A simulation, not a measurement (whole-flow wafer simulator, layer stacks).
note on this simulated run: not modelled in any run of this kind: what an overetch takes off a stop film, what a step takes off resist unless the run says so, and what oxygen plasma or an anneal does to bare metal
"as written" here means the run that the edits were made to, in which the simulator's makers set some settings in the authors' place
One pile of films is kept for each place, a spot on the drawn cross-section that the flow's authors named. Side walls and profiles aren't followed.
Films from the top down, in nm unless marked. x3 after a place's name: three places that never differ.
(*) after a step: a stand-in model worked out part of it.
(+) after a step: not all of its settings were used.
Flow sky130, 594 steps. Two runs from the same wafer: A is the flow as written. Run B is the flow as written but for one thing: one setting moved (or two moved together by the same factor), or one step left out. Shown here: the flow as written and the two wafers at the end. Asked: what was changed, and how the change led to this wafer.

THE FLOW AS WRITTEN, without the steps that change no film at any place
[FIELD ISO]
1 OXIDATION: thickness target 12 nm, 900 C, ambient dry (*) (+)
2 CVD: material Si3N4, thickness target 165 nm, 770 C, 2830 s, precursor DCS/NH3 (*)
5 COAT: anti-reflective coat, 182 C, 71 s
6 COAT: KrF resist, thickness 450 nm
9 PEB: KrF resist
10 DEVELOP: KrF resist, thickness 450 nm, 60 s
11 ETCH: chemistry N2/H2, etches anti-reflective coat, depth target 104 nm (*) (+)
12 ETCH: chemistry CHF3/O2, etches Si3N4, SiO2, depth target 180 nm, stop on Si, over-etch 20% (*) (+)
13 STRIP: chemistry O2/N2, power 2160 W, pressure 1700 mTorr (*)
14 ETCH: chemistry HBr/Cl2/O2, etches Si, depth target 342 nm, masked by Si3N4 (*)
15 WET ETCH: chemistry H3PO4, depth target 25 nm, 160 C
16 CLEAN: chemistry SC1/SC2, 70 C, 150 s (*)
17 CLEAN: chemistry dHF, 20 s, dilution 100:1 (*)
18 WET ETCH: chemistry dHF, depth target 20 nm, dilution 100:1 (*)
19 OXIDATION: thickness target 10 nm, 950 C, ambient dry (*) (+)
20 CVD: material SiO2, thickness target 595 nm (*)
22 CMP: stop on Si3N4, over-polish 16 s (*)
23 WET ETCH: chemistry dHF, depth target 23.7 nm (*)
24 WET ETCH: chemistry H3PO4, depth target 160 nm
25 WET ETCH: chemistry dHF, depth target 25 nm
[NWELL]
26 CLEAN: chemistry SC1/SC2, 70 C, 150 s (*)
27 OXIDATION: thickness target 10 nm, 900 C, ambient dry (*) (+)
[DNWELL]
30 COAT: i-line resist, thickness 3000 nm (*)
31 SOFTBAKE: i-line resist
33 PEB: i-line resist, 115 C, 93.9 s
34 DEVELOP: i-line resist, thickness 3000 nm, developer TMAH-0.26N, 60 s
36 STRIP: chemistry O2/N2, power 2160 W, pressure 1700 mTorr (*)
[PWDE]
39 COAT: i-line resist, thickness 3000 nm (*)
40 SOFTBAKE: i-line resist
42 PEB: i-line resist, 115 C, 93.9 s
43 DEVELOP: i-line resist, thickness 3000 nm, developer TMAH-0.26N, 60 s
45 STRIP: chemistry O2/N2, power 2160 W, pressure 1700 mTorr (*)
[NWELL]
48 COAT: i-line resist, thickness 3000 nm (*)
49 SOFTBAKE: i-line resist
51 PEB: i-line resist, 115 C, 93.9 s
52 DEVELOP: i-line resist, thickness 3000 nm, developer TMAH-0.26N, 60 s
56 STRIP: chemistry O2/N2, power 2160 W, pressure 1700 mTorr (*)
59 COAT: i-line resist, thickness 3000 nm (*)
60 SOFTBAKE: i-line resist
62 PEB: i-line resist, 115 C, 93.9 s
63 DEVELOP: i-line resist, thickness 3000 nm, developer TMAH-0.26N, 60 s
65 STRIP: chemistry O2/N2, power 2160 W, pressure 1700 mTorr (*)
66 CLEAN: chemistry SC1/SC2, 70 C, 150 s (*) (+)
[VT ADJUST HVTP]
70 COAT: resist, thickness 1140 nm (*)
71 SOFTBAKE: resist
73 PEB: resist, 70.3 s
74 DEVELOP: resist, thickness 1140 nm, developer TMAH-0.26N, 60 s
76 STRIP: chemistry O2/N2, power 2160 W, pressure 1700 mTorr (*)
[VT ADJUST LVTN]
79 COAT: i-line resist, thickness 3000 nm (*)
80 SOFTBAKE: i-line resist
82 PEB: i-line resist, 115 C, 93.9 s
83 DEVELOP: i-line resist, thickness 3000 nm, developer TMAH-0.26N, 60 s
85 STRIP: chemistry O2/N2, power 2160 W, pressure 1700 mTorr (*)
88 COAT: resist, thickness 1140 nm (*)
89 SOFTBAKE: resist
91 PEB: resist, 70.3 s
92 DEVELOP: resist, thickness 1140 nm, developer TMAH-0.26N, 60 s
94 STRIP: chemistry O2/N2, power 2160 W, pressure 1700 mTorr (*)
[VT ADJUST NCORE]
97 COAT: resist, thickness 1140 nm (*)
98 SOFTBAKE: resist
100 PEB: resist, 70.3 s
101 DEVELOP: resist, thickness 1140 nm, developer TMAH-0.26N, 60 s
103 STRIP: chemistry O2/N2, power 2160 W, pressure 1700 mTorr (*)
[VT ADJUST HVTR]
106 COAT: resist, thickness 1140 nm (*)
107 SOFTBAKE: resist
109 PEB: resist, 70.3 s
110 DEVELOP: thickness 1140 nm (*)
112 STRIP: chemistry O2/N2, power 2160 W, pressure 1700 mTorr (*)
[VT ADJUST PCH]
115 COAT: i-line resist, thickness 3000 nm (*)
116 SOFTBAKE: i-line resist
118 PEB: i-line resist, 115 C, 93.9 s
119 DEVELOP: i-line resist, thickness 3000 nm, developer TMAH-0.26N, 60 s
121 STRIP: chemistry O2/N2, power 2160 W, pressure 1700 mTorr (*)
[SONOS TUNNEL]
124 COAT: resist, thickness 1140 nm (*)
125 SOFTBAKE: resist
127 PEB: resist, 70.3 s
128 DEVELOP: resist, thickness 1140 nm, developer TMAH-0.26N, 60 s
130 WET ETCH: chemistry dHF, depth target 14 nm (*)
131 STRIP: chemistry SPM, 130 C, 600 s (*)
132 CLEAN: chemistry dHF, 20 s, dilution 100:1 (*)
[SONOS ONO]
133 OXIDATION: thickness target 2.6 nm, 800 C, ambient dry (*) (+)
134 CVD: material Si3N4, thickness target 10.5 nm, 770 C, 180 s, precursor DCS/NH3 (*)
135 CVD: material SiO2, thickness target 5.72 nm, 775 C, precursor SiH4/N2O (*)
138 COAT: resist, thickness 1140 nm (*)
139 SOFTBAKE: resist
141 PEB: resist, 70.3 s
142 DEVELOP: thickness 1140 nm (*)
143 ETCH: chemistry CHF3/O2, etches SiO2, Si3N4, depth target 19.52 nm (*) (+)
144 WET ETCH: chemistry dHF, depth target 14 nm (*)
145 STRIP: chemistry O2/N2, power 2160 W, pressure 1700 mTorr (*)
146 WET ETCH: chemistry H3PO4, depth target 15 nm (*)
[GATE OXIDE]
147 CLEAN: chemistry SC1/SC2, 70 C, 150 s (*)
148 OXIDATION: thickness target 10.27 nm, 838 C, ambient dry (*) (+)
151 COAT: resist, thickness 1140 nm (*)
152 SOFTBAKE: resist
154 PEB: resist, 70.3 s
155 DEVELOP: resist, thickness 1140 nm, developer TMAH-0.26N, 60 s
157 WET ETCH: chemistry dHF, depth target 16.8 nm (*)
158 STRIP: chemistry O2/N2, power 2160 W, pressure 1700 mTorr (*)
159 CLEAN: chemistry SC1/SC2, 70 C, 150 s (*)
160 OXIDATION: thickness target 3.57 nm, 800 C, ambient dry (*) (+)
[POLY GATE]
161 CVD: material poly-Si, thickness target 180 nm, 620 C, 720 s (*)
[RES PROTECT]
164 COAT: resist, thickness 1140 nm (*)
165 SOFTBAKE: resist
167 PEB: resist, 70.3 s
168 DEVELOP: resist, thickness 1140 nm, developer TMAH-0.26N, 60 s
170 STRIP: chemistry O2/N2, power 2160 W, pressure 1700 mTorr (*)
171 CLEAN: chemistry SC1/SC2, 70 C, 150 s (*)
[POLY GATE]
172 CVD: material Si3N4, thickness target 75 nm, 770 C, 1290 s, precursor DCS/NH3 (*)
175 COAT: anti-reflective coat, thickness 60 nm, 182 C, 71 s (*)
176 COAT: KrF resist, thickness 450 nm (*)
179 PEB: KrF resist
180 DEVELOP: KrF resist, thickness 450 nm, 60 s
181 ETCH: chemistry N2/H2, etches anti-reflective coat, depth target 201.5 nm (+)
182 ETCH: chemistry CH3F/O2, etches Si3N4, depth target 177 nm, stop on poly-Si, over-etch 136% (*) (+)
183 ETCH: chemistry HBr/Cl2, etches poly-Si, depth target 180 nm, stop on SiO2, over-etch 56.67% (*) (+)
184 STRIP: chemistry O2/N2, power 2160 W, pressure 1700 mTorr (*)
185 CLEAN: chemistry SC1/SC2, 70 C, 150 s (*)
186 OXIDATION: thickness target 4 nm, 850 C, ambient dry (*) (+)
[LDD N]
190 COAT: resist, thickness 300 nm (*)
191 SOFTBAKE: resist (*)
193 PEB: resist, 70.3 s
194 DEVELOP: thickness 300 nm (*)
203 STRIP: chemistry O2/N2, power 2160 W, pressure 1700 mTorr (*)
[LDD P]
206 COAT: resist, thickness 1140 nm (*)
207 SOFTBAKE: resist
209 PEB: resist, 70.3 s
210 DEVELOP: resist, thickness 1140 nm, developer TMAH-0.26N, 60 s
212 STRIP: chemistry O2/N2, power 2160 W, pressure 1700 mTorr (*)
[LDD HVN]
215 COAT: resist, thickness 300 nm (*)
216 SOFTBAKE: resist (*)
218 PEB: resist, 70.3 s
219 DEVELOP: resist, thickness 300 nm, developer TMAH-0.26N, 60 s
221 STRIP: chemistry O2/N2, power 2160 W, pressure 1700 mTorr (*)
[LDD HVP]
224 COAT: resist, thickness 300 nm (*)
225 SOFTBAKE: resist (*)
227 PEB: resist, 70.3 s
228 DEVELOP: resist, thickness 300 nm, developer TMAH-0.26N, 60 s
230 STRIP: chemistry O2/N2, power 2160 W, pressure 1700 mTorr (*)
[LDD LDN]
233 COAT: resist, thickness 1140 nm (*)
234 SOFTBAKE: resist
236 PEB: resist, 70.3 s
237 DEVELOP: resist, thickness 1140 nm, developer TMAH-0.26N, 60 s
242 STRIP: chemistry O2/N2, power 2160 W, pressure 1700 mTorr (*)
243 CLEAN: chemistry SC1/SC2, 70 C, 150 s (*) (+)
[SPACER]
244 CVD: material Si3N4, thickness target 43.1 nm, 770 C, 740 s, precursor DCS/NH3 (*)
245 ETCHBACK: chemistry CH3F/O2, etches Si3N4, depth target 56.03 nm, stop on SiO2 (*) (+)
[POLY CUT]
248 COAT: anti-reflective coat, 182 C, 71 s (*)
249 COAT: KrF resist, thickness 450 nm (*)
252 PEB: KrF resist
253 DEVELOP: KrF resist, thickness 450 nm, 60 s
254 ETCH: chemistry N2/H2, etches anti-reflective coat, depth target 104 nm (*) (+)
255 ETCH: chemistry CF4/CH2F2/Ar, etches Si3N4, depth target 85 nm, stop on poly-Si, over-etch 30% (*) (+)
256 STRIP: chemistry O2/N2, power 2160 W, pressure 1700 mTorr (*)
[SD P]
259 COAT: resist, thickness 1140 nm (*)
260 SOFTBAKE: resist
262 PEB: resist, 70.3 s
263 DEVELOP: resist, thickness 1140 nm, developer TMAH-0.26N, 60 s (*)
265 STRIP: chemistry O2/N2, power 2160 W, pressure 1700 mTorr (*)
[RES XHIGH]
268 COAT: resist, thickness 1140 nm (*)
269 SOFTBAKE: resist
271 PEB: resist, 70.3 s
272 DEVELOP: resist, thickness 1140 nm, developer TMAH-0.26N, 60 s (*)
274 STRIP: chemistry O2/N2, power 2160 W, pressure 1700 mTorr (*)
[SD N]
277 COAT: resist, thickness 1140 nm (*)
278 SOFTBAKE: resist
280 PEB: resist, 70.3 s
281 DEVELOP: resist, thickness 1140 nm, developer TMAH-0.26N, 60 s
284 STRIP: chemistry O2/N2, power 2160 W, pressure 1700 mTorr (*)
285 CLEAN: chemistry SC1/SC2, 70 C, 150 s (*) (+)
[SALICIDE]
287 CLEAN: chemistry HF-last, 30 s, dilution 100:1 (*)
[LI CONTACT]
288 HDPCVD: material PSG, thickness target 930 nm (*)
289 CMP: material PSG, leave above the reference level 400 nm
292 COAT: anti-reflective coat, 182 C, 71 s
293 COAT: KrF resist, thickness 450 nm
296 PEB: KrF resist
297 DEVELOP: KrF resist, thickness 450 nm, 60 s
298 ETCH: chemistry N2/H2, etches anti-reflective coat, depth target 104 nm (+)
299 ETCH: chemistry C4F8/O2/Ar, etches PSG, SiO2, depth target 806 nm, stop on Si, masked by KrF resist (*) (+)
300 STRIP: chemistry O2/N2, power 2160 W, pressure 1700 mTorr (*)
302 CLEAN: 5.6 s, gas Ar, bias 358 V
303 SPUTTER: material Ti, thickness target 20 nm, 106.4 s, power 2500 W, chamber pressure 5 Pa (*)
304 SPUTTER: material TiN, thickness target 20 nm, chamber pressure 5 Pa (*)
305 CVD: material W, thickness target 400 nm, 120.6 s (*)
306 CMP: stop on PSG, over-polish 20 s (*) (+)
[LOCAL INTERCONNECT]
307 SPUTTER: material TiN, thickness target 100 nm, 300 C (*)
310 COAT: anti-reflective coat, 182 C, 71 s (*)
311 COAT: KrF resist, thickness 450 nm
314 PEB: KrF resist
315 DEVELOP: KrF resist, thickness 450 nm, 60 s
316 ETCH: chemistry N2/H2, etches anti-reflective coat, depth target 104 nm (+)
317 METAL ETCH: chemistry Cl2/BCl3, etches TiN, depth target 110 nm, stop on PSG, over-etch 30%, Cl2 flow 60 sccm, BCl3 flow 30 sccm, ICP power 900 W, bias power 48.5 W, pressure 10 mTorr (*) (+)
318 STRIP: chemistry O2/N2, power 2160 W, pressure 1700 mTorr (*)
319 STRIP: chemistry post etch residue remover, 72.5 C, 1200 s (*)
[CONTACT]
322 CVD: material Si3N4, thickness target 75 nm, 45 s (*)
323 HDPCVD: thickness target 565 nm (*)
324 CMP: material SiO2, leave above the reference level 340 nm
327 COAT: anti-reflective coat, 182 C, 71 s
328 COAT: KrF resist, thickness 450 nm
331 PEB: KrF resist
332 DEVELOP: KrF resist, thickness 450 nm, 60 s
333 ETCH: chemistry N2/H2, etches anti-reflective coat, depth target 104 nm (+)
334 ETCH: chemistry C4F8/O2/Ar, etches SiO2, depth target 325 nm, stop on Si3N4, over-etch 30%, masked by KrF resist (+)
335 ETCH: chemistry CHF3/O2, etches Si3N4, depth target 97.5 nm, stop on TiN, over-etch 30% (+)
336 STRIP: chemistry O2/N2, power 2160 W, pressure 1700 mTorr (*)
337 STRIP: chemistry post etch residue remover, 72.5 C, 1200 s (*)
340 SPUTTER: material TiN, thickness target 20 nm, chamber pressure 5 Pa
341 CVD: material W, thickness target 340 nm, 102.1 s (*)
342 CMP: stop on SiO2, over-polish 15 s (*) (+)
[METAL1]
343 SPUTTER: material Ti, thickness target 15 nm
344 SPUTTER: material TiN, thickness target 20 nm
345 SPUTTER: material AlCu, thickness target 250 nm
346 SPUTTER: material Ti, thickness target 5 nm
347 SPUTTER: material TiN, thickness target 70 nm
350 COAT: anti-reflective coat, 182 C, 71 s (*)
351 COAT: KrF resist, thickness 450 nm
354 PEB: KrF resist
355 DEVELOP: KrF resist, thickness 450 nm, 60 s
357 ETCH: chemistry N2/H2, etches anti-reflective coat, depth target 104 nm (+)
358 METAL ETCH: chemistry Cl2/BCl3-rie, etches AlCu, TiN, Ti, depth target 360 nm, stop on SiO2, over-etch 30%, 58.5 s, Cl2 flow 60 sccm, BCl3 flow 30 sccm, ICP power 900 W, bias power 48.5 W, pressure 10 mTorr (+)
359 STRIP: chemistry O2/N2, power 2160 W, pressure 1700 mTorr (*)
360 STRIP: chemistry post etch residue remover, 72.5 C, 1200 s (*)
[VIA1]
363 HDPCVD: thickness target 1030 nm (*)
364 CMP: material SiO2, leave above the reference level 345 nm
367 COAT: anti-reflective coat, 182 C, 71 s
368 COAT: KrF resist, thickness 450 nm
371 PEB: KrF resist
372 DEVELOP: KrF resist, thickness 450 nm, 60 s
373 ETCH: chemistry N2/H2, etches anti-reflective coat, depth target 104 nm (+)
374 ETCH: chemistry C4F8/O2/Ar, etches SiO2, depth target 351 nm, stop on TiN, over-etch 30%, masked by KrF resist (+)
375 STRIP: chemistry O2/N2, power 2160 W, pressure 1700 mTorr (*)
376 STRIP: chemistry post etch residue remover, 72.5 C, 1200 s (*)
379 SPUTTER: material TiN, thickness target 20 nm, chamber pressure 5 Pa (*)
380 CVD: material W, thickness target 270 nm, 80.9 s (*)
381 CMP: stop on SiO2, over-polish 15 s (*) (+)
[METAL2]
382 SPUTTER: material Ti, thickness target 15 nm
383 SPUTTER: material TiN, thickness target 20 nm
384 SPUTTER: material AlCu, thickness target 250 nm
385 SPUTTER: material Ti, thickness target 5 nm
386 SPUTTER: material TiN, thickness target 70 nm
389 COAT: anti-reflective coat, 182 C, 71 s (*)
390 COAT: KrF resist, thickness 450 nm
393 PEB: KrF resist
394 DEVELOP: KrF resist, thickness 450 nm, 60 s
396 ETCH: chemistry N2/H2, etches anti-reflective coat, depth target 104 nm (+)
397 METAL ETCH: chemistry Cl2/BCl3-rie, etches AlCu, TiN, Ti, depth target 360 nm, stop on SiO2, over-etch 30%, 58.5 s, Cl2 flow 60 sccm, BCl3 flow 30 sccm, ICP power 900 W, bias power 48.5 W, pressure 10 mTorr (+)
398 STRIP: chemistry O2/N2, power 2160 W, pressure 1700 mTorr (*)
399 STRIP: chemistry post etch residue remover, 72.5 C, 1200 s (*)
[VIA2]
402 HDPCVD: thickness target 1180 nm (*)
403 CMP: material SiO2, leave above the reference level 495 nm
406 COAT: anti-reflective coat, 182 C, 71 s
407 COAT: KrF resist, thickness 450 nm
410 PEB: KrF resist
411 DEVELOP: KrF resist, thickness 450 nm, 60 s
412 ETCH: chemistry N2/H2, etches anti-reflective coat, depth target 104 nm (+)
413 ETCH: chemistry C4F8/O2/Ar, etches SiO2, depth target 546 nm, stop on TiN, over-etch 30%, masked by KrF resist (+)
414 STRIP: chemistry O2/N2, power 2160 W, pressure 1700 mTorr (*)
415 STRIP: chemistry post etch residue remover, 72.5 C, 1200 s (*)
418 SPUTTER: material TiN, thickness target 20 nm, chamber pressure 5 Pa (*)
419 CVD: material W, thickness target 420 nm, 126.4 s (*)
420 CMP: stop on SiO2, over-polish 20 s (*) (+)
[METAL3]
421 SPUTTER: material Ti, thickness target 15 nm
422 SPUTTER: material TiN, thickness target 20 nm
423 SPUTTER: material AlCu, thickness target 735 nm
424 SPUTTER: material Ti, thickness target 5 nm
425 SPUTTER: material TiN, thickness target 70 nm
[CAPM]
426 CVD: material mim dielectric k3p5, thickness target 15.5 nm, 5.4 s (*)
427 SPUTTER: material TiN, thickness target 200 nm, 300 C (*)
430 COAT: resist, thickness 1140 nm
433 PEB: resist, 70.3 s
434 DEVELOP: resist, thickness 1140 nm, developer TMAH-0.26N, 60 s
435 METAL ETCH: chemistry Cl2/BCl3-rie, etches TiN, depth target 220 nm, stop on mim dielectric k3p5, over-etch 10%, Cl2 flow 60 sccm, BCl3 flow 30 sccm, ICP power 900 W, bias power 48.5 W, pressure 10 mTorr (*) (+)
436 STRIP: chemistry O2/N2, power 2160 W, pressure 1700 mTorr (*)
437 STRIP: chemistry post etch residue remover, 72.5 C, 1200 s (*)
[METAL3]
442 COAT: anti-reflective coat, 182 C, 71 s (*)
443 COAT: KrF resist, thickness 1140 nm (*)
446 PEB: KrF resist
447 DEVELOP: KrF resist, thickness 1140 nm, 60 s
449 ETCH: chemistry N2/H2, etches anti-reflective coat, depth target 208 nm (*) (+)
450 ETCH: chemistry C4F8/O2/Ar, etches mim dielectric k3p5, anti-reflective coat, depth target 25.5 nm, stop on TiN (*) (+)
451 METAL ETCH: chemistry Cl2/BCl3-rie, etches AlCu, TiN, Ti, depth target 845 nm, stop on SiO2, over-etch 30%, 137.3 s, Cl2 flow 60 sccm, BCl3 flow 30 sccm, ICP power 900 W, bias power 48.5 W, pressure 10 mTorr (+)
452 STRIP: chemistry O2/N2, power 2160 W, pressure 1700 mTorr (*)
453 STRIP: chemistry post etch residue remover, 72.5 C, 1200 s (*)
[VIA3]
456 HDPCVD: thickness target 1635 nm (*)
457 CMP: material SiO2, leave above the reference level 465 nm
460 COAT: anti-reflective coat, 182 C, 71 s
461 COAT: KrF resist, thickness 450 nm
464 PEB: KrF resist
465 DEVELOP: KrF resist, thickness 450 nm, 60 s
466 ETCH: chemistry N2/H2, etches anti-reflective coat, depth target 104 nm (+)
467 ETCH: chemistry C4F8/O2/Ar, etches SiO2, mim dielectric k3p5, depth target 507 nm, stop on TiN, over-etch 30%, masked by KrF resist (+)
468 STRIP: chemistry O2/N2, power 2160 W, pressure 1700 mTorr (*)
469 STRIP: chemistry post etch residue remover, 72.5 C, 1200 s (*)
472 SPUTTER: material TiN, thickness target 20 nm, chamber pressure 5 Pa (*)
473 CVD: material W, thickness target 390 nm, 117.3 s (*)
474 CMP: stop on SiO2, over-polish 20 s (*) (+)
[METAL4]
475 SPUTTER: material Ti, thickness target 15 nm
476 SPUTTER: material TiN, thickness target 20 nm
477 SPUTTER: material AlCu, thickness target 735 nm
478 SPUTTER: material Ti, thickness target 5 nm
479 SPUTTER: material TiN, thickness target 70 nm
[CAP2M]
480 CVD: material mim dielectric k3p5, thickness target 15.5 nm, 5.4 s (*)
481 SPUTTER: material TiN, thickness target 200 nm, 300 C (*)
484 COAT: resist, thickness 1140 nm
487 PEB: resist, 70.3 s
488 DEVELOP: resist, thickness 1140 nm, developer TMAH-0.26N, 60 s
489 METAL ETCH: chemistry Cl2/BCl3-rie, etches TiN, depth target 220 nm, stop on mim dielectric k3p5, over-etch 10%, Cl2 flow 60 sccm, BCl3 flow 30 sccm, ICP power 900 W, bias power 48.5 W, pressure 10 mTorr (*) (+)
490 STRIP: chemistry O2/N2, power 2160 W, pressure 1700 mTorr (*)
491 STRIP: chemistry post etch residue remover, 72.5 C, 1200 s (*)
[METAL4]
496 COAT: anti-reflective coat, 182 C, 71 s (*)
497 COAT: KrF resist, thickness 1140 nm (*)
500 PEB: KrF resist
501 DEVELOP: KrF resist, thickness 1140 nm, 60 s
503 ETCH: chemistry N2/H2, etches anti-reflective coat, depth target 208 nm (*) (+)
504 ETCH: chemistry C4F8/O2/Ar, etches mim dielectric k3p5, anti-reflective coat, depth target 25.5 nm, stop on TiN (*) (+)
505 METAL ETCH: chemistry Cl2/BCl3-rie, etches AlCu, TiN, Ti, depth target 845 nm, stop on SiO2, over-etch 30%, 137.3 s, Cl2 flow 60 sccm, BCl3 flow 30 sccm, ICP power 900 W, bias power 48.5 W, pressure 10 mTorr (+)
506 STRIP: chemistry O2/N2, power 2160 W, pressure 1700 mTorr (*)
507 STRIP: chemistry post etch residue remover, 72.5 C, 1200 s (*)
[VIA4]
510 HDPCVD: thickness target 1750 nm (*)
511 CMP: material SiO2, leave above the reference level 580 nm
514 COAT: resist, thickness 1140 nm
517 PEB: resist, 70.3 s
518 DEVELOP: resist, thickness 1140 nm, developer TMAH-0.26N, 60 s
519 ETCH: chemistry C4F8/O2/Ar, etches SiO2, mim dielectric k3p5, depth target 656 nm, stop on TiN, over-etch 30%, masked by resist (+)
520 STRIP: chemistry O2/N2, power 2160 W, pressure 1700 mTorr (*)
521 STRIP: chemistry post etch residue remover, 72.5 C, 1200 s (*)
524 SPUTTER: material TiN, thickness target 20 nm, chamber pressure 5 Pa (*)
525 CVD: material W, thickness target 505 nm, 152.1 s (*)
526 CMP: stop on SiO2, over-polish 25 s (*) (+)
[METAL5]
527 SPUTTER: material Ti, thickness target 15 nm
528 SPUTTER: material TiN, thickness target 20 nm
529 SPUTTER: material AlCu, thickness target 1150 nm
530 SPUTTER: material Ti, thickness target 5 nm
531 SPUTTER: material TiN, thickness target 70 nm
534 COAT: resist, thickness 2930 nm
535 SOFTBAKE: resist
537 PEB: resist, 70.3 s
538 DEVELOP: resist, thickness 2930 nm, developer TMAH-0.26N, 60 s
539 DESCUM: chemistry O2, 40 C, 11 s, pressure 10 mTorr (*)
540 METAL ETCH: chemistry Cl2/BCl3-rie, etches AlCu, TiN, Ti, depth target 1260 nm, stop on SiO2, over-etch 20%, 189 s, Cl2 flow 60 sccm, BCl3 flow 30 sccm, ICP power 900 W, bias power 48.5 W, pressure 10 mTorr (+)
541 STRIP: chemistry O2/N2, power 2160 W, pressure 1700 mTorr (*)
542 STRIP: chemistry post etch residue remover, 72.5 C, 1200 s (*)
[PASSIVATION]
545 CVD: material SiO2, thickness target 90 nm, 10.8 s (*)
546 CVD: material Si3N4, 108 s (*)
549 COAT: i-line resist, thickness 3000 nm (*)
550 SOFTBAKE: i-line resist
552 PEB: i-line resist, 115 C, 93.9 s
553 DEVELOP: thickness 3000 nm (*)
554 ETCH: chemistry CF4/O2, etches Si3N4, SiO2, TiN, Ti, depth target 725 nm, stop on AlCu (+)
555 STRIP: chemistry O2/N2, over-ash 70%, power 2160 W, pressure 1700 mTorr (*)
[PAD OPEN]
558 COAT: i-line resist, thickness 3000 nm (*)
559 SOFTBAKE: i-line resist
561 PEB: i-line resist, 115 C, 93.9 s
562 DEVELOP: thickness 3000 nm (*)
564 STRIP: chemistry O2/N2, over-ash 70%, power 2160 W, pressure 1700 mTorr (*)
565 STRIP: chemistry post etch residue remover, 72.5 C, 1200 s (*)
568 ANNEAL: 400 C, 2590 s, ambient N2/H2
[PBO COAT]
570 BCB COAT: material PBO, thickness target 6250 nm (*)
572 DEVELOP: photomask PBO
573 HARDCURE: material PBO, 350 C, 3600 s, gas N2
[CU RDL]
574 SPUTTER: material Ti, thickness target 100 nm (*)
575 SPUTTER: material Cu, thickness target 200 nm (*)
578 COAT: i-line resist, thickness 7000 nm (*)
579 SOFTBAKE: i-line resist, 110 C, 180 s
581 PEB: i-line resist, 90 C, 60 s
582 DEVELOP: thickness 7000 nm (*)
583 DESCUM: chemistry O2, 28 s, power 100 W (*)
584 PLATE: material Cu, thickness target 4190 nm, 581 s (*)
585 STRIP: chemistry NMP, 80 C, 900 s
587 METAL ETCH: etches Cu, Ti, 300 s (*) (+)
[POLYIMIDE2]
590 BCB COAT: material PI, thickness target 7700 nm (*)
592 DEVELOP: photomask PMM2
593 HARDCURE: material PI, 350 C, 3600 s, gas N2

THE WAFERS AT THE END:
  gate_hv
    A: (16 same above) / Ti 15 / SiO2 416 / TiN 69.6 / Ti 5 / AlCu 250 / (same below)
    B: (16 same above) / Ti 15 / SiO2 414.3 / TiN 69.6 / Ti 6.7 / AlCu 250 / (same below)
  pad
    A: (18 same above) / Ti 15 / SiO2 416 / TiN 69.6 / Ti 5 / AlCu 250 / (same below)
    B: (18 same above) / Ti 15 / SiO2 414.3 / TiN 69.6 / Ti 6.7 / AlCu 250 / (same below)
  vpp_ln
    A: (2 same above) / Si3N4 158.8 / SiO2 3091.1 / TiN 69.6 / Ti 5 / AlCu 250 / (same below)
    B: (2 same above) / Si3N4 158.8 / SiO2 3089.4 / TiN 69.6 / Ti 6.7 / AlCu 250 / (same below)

The cause: step 385, SPUTTER: thickness target 6.7 nm was run, where the flow has thickness target 5 nm.
It can be read off the wafer: gate_hv has Ti 6.7, and step 385 as written asks for 5 nm.

How the change led to this, step by step:
  385 SPUTTER: material Ti, thickness target 5 nm
      field, active, n_well and 188 more: A Ti +5 (new film) | B Ti +6.7 (new film)
  397 METAL ETCH: chemistry Cl2/BCl3-rie, etches AlCu, TiN, Ti, depth target 360 nm, stop on SiO2, over-etch 30%, 58.5 s, Cl2 flow 60 sccm, BCl3 flow 30 sccm, ICP power 900 W, bias power 48.5 W, pressure 10 mTorr (+)
      field, active, gate and 82 more: A TiN -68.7 (all of it), Ti -5 (all of it), AlCu -250 (all of it), TiN -20 (all of it), Ti -15 (all of it), SiO2 -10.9 | B TiN -68.7 (all of it), Ti -6.7 (all of it), AlCu -250 (all of it), TiN -20 (all of it), Ti -15 (all of it), SiO2 -10.8
